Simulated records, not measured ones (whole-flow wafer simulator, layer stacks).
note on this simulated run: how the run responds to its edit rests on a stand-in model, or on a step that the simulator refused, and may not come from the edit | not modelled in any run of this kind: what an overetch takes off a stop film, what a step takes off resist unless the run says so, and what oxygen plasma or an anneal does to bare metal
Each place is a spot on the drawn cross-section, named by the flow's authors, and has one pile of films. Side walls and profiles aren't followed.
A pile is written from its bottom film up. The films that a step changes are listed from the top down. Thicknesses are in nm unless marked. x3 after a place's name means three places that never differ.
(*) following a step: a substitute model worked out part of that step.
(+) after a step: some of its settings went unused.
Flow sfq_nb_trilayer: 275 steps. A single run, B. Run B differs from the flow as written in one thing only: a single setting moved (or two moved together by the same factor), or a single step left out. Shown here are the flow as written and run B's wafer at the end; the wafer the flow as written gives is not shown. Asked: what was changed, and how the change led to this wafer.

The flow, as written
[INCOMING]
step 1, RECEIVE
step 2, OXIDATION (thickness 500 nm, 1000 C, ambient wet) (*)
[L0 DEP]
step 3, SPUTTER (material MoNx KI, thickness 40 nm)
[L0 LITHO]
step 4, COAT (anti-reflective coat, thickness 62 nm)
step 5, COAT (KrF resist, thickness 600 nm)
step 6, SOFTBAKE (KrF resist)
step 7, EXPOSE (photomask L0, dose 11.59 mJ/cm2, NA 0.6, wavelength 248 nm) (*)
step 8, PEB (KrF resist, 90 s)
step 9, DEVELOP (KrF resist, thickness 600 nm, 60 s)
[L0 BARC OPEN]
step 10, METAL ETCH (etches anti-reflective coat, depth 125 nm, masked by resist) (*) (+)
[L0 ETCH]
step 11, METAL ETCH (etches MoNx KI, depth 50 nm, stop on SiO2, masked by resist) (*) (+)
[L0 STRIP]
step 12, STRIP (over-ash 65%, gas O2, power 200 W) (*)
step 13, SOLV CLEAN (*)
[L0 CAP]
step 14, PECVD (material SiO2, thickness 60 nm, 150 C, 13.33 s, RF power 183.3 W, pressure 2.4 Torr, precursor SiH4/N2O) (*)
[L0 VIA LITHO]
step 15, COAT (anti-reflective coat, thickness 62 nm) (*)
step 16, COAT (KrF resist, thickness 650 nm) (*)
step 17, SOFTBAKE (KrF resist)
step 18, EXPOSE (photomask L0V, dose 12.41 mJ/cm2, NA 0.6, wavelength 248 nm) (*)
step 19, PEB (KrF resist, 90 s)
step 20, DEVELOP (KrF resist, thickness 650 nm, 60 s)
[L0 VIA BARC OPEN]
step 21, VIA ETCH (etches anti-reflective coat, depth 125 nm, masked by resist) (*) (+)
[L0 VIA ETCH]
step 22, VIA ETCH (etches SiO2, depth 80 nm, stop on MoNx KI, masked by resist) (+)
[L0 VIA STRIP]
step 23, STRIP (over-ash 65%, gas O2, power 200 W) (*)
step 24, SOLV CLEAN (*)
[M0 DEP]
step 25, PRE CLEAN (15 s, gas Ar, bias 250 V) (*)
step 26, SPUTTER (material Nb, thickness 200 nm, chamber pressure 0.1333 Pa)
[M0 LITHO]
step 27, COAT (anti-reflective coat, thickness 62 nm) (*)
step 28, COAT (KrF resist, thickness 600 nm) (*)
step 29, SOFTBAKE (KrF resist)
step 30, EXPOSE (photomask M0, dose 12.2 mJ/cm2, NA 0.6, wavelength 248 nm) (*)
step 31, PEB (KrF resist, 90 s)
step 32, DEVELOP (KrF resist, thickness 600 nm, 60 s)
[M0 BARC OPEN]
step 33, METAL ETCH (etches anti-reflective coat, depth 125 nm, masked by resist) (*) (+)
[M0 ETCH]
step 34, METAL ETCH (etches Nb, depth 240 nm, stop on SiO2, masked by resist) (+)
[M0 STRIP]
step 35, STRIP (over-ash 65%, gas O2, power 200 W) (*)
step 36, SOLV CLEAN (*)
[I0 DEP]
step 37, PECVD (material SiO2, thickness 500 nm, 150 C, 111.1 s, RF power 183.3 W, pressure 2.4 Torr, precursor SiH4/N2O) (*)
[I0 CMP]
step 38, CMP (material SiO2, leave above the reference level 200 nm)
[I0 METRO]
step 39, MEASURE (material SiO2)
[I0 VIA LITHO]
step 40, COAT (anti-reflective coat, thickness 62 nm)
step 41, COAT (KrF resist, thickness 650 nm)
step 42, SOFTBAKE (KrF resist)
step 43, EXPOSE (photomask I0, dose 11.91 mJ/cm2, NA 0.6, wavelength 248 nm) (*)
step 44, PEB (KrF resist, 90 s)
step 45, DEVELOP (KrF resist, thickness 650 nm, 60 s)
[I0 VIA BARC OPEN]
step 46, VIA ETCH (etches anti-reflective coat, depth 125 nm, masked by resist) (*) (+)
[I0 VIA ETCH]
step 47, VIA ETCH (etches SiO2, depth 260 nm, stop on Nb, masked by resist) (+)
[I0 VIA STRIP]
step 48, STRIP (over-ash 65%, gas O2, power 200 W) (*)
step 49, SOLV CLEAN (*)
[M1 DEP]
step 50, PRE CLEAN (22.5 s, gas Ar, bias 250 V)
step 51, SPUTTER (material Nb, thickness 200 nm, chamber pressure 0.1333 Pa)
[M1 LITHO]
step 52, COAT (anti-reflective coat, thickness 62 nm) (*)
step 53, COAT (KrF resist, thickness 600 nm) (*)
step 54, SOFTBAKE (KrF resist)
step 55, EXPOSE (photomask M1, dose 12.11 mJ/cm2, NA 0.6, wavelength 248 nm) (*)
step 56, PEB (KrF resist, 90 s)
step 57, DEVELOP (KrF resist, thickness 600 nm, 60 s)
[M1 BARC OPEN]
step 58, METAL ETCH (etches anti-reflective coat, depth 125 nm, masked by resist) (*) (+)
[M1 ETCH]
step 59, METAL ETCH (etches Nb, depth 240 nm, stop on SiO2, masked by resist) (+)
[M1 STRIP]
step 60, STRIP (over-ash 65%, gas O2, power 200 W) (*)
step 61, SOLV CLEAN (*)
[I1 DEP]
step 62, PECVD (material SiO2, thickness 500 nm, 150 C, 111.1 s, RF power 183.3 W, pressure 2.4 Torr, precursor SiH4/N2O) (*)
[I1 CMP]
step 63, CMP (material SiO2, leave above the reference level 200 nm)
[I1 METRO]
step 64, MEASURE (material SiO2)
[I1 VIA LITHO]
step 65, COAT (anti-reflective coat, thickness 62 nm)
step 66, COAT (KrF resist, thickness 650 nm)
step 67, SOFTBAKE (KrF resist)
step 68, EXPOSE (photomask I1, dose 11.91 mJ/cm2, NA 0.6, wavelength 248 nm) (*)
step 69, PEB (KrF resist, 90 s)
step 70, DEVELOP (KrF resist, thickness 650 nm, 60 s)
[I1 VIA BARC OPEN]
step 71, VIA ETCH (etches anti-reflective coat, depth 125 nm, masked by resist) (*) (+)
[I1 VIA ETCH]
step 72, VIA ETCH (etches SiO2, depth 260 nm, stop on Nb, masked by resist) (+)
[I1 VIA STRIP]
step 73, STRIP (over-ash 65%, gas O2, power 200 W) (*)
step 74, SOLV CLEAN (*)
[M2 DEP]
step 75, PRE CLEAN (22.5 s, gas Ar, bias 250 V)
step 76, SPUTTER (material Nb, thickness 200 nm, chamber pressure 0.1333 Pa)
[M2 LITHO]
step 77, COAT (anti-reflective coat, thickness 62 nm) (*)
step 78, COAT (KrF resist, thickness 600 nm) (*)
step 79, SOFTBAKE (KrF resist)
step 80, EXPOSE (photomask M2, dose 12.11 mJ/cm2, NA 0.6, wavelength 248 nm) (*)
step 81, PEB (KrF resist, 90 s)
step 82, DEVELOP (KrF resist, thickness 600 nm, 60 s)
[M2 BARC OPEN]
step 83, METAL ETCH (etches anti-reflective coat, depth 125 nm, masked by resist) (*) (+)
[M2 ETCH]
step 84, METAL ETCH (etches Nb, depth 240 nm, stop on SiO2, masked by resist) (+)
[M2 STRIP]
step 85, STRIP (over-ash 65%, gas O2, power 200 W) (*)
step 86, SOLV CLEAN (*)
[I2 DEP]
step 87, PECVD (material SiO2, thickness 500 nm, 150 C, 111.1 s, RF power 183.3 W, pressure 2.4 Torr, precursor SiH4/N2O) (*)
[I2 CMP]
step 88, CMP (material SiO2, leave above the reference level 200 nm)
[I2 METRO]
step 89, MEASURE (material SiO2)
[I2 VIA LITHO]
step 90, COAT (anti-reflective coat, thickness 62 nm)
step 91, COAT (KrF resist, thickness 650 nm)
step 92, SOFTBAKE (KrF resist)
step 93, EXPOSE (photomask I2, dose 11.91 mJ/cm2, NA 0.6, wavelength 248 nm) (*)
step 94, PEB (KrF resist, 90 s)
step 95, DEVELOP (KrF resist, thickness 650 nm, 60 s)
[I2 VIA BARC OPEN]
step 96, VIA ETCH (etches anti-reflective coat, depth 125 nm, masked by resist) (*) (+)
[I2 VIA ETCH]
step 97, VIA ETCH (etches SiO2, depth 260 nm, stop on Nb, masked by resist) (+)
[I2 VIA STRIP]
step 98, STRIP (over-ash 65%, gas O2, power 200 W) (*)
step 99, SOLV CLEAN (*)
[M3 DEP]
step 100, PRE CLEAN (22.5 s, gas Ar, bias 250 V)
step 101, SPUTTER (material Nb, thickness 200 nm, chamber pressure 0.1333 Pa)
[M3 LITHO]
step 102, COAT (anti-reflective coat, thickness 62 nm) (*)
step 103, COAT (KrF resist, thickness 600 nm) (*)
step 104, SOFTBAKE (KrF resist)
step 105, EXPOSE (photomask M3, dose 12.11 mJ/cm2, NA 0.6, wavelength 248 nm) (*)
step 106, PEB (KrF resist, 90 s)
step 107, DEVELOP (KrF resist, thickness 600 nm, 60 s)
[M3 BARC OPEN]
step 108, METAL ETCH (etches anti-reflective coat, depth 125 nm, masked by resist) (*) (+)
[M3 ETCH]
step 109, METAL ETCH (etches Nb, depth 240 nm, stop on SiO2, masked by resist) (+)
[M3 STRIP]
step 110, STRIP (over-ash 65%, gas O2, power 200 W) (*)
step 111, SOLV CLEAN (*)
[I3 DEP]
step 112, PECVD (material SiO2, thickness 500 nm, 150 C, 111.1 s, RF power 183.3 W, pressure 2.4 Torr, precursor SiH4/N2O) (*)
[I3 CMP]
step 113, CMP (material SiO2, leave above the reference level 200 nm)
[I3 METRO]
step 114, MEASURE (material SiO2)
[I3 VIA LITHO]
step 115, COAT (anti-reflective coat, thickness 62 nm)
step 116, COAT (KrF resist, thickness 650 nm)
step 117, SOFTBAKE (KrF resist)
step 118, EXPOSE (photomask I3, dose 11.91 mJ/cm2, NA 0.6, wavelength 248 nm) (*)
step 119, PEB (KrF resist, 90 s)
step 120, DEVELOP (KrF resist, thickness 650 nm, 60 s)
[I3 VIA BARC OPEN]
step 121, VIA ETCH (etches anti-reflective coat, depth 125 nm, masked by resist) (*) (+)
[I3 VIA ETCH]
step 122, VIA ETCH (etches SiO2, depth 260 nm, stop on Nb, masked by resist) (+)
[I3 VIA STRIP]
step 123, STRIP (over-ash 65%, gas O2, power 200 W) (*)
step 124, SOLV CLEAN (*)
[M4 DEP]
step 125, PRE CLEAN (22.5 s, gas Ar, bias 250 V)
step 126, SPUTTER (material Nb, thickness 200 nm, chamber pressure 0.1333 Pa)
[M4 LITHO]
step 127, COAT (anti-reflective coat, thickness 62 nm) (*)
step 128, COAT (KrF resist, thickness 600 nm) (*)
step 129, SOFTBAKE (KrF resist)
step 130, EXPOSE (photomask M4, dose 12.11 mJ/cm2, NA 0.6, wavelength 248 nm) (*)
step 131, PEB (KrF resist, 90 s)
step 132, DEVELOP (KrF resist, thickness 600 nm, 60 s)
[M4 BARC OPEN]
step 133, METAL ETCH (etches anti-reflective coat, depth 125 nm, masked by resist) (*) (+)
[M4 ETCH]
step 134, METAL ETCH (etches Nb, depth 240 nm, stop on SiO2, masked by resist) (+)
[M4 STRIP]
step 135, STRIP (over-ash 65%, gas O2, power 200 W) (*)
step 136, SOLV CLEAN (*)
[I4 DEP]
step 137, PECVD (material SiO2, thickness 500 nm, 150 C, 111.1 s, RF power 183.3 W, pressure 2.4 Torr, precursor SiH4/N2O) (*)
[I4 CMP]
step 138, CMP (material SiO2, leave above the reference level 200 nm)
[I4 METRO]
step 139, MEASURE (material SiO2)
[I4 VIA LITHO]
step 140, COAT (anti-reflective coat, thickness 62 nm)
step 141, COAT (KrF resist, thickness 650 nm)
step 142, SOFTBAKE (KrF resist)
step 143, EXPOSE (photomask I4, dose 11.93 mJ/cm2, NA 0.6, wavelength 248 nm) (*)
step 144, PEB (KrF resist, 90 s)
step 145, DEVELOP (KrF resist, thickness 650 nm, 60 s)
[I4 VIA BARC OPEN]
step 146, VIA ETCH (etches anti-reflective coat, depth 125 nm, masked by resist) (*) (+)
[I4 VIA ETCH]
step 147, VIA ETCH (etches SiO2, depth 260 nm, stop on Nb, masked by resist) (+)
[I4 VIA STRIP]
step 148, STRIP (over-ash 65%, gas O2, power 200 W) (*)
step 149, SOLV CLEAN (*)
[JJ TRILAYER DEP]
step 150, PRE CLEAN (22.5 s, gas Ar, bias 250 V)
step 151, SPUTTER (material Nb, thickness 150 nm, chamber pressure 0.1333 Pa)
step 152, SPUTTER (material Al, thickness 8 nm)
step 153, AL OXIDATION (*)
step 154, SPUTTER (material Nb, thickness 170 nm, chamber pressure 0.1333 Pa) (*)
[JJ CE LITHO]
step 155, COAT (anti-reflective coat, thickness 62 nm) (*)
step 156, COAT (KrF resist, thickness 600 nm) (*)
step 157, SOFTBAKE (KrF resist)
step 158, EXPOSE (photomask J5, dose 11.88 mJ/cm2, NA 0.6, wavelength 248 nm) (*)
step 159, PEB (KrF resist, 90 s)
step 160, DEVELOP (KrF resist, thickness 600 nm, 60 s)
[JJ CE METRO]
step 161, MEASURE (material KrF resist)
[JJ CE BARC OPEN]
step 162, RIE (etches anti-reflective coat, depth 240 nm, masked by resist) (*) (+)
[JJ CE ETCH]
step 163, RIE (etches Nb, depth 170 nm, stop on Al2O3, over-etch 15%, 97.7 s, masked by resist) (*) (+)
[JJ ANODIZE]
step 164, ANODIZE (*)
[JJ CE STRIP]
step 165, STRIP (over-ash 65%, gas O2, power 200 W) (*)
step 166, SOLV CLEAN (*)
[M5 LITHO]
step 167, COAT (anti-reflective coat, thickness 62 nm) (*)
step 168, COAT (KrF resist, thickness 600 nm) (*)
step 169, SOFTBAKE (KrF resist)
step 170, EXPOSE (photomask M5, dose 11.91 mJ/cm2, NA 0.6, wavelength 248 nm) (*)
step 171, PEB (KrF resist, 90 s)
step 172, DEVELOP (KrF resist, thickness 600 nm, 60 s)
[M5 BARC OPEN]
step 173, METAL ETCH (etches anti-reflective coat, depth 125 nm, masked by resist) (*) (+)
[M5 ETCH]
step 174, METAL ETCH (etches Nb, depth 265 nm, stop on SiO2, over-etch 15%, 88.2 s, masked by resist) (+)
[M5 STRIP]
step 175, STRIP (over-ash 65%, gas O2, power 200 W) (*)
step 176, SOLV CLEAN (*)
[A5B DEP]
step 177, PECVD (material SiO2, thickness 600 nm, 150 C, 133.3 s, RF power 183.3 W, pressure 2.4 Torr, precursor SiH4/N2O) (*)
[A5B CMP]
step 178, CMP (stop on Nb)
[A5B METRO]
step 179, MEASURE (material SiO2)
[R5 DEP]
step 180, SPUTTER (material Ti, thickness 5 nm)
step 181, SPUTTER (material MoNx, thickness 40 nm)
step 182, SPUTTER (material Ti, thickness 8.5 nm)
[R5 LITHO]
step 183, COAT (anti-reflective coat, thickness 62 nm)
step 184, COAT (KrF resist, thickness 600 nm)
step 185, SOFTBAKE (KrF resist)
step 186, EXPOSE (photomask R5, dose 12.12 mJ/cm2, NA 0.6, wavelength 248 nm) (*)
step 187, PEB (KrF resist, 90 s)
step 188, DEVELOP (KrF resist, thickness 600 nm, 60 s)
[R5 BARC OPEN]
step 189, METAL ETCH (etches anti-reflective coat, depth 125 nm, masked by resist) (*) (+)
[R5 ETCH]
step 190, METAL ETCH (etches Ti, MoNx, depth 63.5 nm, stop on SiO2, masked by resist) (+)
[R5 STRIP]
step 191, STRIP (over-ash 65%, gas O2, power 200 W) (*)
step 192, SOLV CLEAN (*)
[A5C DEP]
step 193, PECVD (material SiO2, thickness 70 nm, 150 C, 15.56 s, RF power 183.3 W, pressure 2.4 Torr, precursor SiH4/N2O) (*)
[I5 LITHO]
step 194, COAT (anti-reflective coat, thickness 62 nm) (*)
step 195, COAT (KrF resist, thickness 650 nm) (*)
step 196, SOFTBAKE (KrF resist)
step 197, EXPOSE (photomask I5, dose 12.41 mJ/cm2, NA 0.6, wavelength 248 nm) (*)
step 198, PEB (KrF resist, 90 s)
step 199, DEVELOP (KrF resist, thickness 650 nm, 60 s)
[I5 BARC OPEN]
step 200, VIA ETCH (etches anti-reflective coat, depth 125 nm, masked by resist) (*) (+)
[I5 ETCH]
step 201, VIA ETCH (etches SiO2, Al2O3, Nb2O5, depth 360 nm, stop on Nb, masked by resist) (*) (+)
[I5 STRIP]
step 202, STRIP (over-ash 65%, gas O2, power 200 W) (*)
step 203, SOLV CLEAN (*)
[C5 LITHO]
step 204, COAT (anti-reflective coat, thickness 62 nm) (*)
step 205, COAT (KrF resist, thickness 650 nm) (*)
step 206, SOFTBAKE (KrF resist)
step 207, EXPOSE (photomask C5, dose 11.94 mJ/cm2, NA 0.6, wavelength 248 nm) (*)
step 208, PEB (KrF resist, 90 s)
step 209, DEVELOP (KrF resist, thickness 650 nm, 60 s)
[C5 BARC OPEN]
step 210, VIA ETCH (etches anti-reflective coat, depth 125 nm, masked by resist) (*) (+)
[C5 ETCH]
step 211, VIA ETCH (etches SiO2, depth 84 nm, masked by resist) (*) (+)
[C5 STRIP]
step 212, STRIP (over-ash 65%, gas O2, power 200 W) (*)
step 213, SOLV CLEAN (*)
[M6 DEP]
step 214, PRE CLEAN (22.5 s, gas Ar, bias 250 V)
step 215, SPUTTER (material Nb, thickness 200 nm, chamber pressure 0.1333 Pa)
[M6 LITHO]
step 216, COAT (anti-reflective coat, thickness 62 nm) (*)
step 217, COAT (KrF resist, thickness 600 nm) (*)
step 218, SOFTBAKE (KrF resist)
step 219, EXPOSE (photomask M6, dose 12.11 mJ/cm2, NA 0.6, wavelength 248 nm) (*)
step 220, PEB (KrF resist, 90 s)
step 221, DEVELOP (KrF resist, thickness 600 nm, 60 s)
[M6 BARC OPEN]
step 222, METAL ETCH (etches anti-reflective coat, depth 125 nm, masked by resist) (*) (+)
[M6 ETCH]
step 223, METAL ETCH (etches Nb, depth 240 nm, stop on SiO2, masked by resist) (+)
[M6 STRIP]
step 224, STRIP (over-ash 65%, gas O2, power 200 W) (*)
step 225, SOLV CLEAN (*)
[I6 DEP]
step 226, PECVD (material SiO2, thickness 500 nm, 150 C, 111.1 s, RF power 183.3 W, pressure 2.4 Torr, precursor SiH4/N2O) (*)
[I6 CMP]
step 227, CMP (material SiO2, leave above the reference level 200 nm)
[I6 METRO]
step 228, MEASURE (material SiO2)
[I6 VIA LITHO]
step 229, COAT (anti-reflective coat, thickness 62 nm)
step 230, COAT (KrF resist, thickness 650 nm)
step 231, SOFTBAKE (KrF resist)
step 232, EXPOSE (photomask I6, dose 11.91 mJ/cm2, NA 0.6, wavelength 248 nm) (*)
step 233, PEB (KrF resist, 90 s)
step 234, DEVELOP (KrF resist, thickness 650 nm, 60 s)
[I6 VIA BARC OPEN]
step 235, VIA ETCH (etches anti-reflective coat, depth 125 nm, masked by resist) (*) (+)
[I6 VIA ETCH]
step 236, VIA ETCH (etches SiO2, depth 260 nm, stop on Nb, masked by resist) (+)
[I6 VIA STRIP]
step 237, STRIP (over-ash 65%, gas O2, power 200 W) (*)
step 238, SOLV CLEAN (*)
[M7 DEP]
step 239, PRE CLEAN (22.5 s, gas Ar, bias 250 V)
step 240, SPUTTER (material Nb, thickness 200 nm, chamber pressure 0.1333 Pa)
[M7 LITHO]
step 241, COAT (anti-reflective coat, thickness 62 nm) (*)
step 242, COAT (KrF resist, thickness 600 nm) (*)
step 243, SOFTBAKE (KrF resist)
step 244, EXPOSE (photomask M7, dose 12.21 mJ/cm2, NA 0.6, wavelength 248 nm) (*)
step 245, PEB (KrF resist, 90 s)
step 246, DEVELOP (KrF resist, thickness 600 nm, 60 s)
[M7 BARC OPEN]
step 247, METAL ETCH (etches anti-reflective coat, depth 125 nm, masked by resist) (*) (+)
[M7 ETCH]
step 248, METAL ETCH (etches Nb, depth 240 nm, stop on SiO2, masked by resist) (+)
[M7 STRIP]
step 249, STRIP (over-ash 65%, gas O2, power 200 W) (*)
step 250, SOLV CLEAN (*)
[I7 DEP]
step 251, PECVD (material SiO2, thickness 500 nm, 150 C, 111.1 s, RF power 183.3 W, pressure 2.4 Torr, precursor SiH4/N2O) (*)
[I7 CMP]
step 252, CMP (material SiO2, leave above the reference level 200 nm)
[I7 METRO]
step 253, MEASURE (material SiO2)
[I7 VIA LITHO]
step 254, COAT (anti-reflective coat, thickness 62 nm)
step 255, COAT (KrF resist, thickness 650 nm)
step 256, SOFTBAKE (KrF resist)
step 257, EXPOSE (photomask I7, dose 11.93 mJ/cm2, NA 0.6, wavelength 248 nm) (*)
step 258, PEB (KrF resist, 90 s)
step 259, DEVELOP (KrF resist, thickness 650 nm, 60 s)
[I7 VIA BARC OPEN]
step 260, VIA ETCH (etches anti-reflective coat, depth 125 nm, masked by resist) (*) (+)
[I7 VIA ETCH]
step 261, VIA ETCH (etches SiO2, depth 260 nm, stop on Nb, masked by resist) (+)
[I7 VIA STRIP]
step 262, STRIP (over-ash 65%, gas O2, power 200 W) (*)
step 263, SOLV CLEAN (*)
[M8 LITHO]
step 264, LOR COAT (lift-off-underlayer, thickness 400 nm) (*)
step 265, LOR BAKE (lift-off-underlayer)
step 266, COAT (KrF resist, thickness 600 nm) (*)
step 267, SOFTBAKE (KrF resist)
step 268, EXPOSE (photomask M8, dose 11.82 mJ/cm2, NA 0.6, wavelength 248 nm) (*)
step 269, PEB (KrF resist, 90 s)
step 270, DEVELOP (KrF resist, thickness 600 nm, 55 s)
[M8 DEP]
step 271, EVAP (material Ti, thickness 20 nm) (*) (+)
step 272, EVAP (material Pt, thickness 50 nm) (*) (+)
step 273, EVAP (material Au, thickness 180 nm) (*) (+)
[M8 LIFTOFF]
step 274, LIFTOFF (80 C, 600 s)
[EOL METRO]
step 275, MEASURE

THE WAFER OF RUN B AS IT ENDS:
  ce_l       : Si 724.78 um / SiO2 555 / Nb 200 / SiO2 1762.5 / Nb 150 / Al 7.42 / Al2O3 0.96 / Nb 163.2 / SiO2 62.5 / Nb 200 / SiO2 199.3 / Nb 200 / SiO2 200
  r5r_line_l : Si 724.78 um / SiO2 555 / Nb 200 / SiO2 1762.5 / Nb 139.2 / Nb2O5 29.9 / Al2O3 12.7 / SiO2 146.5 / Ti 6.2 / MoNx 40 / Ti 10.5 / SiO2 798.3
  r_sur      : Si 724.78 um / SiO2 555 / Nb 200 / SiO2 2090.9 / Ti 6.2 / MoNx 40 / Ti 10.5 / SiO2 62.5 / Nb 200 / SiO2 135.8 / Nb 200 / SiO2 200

Cause: step 180, SPUTTER: thickness 6.2 nm was run, while the flow as written has thickness 5 nm; step 182, SPUTTER: thickness 10.54 nm was run, where the flow has thickness 8.5 nm.
The wafer lets one read it off: r5r_line_l has Ti 6.2, and step 180 as written asks for 5 nm.

How this came from the change, step by step:
  step 180, SPUTTER (material Ti, thickness 5 nm)
      field_l, v_sur, via_wl and 103 more: Ti gains 6.2 (new film) (it would be, as written: Ti gains 5 (new film))
  step 182, SPUTTER (material Ti, thickness 8.5 nm)
      field_l, v_sur, via_wl and 103 more: Ti gains 10.5 (new film) (it would be, as written: Ti gains 8.5 (new film))
  step 190, METAL ETCH (etches Ti, MoNx, depth 63.5 nm, stop on SiO2, masked by resist) (+)
      field_l, v_sur, via_wl and 92 more: Ti loses 10.5 (all of it), MoNx loses 40 (all of it), Ti loses 6.2 (all of it) (it would be, as written: Ti loses 8.5 (all of it), MoNx loses 40 (all of it), Ti loses 5 (all of it))
      ce_l, c5j, ce_r, wl_jj: Ti loses 10.5 (all of it), MoNx loses 40 (all of it), Ti loses 6.2 (all of it), Nb loses 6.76 (it would be, as written: Ti loses 8.5 (all of it), MoNx loses 40 (all of it), Ti loses 5 (all of it), Nb loses 10)
  step 194, COAT (anti-reflective coat, thickness 62 nm) (*)
      ce_l: anti-reflective coat gains 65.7 (new film) (it would be, as written: anti-reflective coat gains 67.2 (new film))
      ce_r: anti-reflective coat gains 66.5 (new film) (it would be, as written: anti-reflective coat gains 68.1 (new film))
  step 202, STRIP (over-ash 65%, gas O2, power 200 W) (*)
      ce_l: KrF resist loses 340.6 (all of it), anti-reflective coat loses 65.7 (all of it) (it would be, as written: KrF resist loses 341.5 (all of it), anti-reflective coat loses 67.2 (all of it))
      ce_r: KrF resist loses 345.6 (all of it), anti-reflective coat loses 66.5 (all of it) (it would be, as written: KrF resist loses 346.1 (all of it), anti-reflective coat loses 68.1 (all of it))
  step 204, COAT (anti-reflective coat, thickness 62 nm) (*)
      ce_l: anti-reflective coat gains 64.6 (new film) (it would be, as written: anti-reflective coat gains 66 (new film))
      ce_r: anti-reflective coat gains 65.6 (new film) (it would be, as written: anti-reflective coat gains 67.2 (new film))
  step 212, STRIP (over-ash 65%, gas O2, power 200 W) (*)
      ce_l: KrF resist loses 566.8 (all of it), anti-reflective coat loses 64.6 (all of it) (it would be, as written: KrF resist loses 567.4 (all of it), anti-reflective coat loses 66 (all of it))
      ce_r: KrF resist loses 573.6 (all of it), anti-reflective coat loses 65.6 (all of it) (it would be, as written: KrF resist loses 573.7 (all of it), anti-reflective coat loses 67.2 (all of it))
  step 216, COAT (anti-reflective coat, thickness 62 nm) (*)
      ce_l: anti-reflective coat gains 47 (new film) (it would be, as written: anti-reflective coat gains 48 (new film))
      ce_r: anti-reflective coat gains 47.8 (new film) (it would be, as written: anti-reflective coat gains 48.8 (new film))
      (also at 1 further place)
  step 224, STRIP (over-ash 65%, gas O2, power 200 W) (*)
      ce_l: KrF resist loses 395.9 (all of it), anti-reflective coat loses 47 (all of it) (it would be, as written: KrF resist loses 397.1 (all of it), anti-reflective coat loses 48 (all of it))
      ce_r: KrF resist loses 402.7 (all of it), anti-reflective coat loses 47.8 (all of it) (it would be, as written: KrF resist loses 403.5 (all of it), anti-reflective coat loses 48.8 (all of it))
      (also at 1 further place)
  step 227, CMP (material SiO2, leave above the reference level 200 nm)
      r5r_line_l, r5r_spacepad_l, r5r_spacepad_r, r5r_line_c, r5r_line_r: SiO2 loses 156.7 (it would be, as written: SiO2 loses 153.5)
